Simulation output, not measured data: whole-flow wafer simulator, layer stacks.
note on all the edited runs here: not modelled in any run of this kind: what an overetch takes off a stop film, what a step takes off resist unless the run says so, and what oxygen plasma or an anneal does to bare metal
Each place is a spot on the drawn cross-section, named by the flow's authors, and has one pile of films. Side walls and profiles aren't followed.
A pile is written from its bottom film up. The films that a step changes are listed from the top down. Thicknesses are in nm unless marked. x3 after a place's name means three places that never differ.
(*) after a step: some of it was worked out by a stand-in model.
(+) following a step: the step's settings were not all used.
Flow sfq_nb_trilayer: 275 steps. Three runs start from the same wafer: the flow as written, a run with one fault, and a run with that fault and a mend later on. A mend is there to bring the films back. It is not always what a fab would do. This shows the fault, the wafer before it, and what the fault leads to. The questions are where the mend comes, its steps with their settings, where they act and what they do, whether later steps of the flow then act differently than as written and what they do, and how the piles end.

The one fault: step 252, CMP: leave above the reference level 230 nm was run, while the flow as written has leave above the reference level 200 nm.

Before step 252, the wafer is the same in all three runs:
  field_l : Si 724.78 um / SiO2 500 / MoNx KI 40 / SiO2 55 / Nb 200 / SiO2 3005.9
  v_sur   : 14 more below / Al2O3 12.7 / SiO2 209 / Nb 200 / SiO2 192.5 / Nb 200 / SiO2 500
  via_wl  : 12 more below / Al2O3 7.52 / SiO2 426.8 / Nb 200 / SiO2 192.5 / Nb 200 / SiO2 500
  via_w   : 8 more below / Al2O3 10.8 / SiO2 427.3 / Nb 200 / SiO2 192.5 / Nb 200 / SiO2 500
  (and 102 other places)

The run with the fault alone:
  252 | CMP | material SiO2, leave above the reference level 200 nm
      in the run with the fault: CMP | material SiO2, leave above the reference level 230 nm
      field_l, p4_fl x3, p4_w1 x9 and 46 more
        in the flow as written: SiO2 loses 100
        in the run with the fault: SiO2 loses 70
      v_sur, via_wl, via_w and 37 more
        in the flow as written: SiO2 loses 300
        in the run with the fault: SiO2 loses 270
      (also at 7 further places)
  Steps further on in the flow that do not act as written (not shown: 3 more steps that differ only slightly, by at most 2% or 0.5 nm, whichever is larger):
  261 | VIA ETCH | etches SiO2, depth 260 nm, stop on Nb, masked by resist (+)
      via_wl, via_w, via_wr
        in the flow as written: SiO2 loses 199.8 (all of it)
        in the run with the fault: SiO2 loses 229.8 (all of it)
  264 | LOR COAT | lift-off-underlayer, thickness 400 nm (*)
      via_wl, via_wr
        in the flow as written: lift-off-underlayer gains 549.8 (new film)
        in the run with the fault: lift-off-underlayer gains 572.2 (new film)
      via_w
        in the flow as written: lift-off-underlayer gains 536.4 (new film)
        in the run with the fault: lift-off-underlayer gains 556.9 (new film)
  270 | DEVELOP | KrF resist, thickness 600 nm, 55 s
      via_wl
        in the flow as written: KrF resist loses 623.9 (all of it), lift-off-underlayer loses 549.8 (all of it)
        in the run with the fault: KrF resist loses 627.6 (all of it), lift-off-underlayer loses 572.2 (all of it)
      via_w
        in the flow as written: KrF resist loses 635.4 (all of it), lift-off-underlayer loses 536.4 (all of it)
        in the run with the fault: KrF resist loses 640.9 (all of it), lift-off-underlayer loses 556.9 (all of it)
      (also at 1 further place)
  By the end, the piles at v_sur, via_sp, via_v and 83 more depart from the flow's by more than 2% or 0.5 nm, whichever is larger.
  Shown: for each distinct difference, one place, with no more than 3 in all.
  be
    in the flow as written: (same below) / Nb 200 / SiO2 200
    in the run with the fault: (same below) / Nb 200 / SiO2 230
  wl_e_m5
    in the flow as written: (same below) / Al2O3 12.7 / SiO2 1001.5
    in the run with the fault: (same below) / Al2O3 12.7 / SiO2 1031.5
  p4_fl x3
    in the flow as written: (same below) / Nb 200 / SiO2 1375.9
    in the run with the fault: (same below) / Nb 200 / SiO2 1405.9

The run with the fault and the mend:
  The mend stands after step 253.
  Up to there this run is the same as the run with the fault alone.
  253a | CMP | material SiO2, leave above the reference level 200 nm (a further turn of the flow's step 252)
      field_l, v_sur, via_wl and 103 more
        SiO2 loses 30
  None of the later steps of the flow acts differently than as written at any place that is followed.
  At every place that both follow, the piles at the end match the flow's.
